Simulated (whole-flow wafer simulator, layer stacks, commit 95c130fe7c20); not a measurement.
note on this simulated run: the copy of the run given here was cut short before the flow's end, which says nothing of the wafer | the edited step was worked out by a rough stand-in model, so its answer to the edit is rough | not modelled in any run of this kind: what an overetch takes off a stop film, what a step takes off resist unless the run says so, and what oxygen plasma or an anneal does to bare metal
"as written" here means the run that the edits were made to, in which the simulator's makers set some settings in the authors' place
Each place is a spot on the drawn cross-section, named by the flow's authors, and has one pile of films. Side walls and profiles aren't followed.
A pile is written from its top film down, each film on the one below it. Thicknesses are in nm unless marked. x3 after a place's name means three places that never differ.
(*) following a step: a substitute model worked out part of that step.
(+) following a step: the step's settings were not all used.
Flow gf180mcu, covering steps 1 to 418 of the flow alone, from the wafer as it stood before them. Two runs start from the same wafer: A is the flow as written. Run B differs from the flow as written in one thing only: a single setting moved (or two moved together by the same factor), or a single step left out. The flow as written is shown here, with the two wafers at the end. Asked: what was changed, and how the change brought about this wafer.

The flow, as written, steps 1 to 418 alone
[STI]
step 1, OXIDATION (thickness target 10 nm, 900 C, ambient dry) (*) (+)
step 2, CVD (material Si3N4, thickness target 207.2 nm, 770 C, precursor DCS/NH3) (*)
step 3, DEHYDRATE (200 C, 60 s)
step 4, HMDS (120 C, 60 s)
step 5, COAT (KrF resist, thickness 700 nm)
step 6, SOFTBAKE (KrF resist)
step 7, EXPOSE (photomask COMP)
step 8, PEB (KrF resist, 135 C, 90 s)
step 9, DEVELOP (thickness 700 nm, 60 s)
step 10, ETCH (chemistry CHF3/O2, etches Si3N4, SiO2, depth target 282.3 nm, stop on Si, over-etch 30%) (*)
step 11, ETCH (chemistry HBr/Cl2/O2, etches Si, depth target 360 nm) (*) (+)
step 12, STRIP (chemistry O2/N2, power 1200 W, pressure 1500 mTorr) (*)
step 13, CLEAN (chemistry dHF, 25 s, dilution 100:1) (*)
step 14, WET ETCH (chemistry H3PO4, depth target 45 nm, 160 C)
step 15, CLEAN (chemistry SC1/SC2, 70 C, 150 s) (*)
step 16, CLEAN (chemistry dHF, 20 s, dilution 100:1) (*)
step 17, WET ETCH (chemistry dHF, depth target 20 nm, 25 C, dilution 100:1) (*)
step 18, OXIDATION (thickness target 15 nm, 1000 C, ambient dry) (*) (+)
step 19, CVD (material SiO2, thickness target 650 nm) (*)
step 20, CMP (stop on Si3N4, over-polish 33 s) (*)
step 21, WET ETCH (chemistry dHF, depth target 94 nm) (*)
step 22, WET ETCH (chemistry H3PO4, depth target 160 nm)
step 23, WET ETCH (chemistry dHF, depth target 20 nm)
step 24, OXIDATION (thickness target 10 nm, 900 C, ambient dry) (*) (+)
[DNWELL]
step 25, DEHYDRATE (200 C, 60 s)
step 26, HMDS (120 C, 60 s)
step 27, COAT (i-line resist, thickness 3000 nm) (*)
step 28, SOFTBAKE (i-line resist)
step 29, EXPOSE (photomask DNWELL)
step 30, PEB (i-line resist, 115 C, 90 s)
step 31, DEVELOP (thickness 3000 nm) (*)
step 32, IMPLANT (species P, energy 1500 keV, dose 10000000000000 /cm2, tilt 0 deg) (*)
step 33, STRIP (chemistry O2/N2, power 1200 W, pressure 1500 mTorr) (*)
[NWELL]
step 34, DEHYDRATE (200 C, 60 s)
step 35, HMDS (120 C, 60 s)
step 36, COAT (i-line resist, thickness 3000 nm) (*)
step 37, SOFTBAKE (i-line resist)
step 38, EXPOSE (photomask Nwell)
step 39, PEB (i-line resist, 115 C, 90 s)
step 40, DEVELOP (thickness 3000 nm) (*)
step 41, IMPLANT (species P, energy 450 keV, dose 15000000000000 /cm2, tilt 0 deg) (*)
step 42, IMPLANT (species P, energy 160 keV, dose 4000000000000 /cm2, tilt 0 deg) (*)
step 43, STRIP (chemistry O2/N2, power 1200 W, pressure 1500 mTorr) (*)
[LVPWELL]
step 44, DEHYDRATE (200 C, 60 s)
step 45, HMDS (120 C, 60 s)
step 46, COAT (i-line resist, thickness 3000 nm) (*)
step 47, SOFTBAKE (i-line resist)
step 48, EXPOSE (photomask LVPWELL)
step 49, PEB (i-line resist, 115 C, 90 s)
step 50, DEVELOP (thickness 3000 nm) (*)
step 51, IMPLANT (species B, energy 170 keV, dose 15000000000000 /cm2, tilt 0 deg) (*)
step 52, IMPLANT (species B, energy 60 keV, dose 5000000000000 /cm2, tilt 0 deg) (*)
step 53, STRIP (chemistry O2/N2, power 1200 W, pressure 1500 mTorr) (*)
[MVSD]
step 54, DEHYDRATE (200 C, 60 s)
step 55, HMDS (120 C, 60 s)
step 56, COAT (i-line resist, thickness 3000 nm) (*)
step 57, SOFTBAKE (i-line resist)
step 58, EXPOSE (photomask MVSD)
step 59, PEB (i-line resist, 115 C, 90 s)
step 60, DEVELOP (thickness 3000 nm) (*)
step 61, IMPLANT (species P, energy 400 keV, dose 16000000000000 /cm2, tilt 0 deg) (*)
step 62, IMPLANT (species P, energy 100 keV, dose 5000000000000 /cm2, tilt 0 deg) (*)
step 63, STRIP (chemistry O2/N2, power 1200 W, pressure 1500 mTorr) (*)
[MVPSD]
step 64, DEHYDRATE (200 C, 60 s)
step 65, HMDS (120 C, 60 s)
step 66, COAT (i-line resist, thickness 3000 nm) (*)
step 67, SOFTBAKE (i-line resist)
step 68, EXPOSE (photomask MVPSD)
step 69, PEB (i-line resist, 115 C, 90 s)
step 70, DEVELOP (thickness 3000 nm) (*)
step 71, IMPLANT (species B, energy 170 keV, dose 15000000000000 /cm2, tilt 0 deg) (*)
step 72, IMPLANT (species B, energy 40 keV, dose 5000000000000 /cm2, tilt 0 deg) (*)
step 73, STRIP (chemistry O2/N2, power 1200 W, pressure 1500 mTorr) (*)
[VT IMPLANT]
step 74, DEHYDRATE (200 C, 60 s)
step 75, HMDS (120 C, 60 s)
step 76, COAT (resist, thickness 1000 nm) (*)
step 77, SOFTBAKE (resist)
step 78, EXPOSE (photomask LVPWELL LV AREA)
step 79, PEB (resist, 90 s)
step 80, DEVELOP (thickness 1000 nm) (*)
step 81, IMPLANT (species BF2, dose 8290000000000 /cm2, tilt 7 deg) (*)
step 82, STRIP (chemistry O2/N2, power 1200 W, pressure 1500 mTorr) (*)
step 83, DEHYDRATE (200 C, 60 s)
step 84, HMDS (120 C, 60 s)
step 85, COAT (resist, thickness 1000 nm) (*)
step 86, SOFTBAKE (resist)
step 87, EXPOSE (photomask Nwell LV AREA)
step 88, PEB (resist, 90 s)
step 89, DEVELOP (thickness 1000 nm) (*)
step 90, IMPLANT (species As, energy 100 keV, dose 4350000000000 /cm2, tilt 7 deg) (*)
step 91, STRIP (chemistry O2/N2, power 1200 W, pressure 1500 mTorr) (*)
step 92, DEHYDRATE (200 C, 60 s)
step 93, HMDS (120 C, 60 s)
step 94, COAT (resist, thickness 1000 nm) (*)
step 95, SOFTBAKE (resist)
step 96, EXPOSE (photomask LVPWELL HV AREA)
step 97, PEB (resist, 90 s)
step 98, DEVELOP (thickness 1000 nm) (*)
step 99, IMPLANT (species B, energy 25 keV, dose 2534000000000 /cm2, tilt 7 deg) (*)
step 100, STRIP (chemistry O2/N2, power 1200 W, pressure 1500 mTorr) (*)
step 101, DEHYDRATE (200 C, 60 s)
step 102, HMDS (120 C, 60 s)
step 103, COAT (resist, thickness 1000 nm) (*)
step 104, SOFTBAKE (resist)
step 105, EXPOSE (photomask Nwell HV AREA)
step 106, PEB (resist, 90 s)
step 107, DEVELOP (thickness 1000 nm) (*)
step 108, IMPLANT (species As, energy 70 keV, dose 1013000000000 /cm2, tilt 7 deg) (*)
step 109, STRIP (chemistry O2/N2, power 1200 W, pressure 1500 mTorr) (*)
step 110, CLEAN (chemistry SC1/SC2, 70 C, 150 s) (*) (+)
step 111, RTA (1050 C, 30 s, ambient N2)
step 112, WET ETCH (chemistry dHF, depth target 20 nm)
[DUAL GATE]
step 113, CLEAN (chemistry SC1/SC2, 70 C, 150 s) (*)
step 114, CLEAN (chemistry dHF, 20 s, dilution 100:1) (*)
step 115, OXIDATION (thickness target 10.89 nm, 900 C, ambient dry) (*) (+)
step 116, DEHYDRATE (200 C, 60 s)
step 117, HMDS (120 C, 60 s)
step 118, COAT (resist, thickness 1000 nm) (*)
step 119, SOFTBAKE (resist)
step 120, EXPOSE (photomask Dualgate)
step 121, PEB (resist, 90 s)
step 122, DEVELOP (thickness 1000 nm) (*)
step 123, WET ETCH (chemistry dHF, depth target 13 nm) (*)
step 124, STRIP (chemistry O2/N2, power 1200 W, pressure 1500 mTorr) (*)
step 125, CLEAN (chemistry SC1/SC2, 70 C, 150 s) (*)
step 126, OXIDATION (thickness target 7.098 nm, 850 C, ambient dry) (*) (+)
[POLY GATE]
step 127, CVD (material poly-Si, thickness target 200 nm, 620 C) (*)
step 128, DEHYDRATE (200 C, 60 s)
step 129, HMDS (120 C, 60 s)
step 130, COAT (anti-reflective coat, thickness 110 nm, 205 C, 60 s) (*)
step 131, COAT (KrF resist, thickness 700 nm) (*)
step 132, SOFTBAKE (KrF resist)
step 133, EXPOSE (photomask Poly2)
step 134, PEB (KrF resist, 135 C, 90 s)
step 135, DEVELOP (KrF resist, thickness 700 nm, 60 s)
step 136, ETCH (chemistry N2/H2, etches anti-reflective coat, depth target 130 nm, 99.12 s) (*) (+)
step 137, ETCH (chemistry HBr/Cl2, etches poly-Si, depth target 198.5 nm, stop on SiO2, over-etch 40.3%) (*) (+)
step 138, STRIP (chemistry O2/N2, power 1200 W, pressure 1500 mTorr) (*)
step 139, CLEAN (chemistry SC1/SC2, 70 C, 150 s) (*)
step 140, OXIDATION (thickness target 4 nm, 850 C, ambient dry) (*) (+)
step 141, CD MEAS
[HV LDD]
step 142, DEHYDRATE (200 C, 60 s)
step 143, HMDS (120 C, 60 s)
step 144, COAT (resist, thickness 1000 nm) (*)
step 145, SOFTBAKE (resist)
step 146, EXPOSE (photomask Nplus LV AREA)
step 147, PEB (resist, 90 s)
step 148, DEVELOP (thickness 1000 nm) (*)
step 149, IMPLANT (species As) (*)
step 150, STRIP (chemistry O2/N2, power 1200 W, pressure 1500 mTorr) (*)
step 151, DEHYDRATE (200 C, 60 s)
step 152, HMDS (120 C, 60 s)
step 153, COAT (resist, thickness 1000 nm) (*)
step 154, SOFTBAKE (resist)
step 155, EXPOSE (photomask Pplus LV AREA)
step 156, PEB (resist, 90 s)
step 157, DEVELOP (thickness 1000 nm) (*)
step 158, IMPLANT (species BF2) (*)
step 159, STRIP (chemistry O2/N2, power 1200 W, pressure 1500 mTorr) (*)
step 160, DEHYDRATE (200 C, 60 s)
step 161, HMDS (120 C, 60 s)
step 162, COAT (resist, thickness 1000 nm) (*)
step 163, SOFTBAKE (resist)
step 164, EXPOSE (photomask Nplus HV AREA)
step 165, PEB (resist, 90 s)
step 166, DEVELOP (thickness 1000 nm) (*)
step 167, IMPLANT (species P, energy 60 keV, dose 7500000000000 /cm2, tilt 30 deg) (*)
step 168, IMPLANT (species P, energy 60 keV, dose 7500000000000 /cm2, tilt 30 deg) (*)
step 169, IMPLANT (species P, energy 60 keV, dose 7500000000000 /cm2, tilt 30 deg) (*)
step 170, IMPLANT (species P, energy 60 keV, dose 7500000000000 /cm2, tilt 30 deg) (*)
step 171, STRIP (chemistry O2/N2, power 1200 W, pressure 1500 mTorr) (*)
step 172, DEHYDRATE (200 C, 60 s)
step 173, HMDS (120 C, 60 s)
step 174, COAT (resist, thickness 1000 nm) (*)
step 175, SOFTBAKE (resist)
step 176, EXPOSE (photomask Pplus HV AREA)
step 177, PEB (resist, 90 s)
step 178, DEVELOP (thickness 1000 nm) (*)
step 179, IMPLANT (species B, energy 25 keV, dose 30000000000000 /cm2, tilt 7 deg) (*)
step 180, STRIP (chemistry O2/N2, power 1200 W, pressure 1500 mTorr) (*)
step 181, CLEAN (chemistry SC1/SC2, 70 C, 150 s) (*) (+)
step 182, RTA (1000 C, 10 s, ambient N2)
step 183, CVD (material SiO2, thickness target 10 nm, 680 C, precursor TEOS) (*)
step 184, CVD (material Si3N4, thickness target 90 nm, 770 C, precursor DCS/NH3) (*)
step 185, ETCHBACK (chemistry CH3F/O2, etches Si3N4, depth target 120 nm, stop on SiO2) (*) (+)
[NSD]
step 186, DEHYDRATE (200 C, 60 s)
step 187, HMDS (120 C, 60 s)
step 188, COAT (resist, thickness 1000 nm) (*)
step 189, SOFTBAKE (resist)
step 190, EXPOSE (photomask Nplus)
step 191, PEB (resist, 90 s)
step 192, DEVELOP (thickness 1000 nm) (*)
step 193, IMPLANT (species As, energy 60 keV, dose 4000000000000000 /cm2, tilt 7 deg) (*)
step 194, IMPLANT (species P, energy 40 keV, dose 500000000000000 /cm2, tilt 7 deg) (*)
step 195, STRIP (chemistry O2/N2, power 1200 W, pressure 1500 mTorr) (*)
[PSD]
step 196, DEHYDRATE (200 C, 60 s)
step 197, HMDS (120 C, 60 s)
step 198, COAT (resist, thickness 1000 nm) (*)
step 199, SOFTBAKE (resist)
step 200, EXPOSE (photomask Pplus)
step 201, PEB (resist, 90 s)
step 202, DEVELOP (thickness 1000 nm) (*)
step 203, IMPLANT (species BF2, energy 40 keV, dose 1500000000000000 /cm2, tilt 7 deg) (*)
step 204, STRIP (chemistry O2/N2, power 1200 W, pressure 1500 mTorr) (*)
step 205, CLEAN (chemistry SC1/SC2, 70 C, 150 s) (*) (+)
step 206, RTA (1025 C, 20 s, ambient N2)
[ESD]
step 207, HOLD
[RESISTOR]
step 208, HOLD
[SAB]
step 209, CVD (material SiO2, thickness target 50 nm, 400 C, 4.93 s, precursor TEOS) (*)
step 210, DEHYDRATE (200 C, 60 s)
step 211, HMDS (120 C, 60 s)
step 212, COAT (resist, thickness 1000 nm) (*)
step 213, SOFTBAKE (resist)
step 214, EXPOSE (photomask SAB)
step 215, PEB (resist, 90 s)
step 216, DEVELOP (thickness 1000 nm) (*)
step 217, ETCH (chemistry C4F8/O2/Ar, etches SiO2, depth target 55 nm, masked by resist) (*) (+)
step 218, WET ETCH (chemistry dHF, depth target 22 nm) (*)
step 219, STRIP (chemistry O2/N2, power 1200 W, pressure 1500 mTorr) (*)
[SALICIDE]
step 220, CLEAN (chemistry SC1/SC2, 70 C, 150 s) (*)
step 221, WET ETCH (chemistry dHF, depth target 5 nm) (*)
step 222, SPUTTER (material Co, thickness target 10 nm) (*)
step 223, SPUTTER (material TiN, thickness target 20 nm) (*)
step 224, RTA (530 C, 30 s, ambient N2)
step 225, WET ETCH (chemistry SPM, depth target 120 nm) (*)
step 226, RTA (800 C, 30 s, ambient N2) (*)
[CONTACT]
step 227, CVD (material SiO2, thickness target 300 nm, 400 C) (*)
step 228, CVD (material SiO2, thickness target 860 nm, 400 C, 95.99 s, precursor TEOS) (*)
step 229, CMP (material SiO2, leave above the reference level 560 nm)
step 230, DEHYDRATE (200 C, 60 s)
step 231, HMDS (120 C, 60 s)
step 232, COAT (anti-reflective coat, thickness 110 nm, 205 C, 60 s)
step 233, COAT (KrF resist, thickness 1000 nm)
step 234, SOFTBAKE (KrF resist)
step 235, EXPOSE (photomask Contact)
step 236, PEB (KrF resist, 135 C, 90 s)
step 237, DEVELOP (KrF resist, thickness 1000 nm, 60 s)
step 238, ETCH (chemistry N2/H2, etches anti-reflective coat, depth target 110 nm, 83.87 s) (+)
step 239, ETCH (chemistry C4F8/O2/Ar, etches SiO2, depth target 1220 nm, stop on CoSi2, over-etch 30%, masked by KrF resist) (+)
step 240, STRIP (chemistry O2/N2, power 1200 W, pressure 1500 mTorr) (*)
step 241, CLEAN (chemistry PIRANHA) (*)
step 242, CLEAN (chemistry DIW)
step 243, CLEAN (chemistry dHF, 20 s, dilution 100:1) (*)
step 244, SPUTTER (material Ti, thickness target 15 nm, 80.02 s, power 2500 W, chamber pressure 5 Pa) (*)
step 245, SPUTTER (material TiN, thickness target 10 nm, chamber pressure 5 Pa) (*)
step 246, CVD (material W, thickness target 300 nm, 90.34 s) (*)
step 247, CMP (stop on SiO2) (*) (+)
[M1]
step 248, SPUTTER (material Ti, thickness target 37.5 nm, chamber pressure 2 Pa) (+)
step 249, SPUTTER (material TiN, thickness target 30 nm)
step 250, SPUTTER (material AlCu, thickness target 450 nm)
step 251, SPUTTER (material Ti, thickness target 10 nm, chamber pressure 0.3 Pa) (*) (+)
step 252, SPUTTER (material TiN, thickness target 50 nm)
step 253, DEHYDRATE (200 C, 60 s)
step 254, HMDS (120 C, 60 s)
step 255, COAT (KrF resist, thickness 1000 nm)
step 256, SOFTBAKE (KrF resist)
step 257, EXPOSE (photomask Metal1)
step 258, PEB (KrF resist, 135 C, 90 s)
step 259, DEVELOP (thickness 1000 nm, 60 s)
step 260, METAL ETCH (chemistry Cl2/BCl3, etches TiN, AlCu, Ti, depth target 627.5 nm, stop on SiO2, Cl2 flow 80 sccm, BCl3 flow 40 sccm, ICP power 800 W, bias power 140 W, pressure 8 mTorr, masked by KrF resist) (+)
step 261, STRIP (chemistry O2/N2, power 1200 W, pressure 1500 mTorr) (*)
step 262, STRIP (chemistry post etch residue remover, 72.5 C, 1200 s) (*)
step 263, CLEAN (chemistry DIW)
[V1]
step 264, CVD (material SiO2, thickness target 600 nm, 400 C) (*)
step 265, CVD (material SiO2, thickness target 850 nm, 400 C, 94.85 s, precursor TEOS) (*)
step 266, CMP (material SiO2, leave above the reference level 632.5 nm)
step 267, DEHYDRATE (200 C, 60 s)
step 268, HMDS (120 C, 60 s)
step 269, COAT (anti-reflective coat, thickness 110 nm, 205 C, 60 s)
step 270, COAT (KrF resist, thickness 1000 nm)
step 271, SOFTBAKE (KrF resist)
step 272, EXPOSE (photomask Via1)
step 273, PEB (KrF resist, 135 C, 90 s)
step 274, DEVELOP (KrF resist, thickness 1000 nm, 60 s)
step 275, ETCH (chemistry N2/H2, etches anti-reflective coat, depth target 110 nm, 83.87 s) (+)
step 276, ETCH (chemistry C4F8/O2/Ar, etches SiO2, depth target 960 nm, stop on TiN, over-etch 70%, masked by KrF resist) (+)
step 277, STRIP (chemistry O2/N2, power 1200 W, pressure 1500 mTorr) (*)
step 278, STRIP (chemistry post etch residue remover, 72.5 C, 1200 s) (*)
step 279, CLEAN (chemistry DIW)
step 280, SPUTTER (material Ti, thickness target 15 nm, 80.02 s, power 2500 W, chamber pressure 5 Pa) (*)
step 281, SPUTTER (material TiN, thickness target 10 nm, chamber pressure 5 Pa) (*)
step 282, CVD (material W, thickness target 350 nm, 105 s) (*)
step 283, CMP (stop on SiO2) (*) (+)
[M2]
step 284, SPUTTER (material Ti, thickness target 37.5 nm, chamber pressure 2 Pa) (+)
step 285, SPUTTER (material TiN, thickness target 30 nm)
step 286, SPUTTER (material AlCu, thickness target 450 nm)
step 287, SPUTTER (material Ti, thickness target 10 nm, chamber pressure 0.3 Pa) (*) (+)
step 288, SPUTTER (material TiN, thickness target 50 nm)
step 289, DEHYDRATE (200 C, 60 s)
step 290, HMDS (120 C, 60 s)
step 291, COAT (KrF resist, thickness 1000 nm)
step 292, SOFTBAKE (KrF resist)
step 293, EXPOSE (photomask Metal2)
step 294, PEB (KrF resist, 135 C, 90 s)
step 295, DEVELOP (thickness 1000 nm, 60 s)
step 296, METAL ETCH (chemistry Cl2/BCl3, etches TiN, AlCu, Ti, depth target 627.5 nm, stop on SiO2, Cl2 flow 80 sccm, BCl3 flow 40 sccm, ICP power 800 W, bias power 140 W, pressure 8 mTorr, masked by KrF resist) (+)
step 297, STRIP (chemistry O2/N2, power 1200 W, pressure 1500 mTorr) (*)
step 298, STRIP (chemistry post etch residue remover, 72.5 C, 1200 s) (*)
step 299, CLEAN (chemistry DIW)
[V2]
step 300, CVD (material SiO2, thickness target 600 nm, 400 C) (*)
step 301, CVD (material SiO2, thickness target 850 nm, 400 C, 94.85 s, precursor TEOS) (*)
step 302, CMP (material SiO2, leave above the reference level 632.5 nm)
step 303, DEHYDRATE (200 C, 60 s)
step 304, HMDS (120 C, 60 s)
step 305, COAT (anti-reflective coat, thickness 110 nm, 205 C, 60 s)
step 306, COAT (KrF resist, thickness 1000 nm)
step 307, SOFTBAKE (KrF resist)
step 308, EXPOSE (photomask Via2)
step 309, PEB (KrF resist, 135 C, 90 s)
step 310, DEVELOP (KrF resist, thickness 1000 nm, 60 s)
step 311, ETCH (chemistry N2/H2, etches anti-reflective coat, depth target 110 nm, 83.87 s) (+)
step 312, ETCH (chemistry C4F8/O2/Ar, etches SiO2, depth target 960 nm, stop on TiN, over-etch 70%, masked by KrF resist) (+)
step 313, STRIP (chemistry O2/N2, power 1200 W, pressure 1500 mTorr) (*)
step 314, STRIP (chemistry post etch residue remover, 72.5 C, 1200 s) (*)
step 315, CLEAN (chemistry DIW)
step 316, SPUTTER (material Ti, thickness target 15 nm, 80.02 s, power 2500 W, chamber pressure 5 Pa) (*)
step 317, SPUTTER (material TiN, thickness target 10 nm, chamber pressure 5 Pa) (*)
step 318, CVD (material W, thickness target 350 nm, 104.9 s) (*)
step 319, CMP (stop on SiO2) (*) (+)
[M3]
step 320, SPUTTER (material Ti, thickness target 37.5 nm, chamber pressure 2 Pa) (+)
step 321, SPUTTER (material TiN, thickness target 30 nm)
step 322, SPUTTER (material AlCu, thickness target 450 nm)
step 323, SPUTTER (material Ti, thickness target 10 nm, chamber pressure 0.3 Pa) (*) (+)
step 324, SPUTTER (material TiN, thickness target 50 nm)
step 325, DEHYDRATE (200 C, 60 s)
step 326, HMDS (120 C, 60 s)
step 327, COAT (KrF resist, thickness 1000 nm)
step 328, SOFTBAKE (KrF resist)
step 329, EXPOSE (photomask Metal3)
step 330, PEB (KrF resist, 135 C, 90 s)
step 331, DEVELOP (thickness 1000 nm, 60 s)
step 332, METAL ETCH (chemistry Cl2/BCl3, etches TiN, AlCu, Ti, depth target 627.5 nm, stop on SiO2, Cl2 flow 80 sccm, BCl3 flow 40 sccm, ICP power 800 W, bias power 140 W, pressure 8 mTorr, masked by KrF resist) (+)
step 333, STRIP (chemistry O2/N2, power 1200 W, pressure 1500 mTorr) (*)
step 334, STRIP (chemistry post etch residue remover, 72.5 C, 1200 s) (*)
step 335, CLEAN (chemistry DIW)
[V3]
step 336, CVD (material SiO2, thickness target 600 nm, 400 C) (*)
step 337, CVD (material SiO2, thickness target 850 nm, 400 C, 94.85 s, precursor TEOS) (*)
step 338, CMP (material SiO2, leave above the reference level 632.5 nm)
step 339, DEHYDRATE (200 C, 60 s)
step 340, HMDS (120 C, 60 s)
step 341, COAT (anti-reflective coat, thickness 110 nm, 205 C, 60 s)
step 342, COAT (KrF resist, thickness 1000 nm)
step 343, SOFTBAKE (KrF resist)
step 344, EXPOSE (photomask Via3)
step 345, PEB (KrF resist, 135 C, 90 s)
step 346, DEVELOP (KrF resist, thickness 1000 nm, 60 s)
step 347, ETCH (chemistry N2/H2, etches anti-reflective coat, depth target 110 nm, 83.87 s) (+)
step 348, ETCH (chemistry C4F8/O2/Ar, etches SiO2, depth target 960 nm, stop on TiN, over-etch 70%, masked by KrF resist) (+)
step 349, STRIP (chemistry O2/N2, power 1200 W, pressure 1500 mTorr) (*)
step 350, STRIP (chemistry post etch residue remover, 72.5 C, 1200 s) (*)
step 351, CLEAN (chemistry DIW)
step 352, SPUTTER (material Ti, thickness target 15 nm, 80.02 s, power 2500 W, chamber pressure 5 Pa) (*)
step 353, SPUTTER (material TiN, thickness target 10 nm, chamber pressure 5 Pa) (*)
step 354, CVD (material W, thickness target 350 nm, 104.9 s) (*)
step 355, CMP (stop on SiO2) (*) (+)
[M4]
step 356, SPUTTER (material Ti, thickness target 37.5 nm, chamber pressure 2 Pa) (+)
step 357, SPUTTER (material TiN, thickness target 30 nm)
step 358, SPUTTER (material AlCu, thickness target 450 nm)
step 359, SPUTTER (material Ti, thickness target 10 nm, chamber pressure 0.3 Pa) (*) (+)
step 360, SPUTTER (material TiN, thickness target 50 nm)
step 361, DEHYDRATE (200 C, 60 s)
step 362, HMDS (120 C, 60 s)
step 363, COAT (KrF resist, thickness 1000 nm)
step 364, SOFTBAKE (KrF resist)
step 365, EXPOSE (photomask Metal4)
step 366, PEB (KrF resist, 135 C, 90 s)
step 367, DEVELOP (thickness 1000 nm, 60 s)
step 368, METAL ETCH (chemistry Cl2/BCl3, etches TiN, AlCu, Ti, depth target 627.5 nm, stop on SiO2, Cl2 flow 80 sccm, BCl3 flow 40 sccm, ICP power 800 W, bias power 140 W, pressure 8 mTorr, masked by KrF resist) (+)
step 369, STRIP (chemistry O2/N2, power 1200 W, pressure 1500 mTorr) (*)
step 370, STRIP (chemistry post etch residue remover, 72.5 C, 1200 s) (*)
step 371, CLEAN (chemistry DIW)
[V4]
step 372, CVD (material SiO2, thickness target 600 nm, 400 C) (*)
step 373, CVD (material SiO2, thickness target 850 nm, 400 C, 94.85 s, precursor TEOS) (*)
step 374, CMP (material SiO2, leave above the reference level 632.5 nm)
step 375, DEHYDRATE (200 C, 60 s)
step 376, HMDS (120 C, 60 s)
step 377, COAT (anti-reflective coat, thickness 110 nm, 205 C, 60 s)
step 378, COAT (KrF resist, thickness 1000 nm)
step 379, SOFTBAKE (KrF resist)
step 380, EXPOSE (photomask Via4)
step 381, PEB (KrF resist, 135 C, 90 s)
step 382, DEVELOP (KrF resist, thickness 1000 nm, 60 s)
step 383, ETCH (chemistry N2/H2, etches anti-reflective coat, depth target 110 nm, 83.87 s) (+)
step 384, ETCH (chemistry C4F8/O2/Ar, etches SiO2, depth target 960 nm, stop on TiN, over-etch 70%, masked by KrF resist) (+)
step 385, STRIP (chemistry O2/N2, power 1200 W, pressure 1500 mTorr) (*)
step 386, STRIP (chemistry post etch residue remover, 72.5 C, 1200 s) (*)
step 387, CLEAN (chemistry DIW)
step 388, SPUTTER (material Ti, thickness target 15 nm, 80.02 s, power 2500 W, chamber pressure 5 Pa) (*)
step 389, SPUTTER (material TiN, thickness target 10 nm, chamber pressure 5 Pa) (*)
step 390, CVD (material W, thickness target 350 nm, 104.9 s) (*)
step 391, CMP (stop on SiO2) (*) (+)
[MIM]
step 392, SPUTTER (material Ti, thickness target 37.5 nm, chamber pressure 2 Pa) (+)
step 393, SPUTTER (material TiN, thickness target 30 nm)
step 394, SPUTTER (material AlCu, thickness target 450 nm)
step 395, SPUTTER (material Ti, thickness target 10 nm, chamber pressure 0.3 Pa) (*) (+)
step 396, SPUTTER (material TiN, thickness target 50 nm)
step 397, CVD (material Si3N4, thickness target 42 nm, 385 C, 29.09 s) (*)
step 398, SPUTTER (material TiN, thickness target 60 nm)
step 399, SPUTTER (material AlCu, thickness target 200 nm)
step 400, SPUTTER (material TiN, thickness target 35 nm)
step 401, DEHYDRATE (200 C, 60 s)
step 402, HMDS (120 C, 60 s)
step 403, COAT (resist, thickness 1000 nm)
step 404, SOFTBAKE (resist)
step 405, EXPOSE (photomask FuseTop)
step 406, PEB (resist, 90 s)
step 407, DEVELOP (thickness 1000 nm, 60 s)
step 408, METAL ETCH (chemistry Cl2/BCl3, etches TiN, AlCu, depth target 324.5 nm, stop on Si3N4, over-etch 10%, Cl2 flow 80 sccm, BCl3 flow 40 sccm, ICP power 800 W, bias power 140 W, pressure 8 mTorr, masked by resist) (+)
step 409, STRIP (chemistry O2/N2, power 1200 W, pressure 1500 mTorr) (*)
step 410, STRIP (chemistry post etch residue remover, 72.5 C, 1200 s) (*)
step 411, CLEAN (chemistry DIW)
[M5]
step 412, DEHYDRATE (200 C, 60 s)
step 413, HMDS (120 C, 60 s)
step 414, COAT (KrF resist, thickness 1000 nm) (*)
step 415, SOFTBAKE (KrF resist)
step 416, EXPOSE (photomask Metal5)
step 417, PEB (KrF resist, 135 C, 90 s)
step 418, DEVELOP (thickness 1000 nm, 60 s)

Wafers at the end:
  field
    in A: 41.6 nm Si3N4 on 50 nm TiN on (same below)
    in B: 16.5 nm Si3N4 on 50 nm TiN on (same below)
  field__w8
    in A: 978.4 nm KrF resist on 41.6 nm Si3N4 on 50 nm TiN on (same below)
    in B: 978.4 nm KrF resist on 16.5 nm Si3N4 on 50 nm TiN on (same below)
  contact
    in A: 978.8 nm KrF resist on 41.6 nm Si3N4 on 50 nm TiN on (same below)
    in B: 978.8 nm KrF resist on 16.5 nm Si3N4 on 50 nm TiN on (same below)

What caused this: step 397, CVD: 11.63 s was run, while the flow as written has 29.09 s.

Step by step, how the change led to this:
  step 397, CVD (material Si3N4, thickness target 42 nm, 385 C, 29.09 s) (*)
      field, field__w1, field__w2 and 108 more: A Si3N4 gains 42 (new film) | B Si3N4 gains 16.8 (new film)
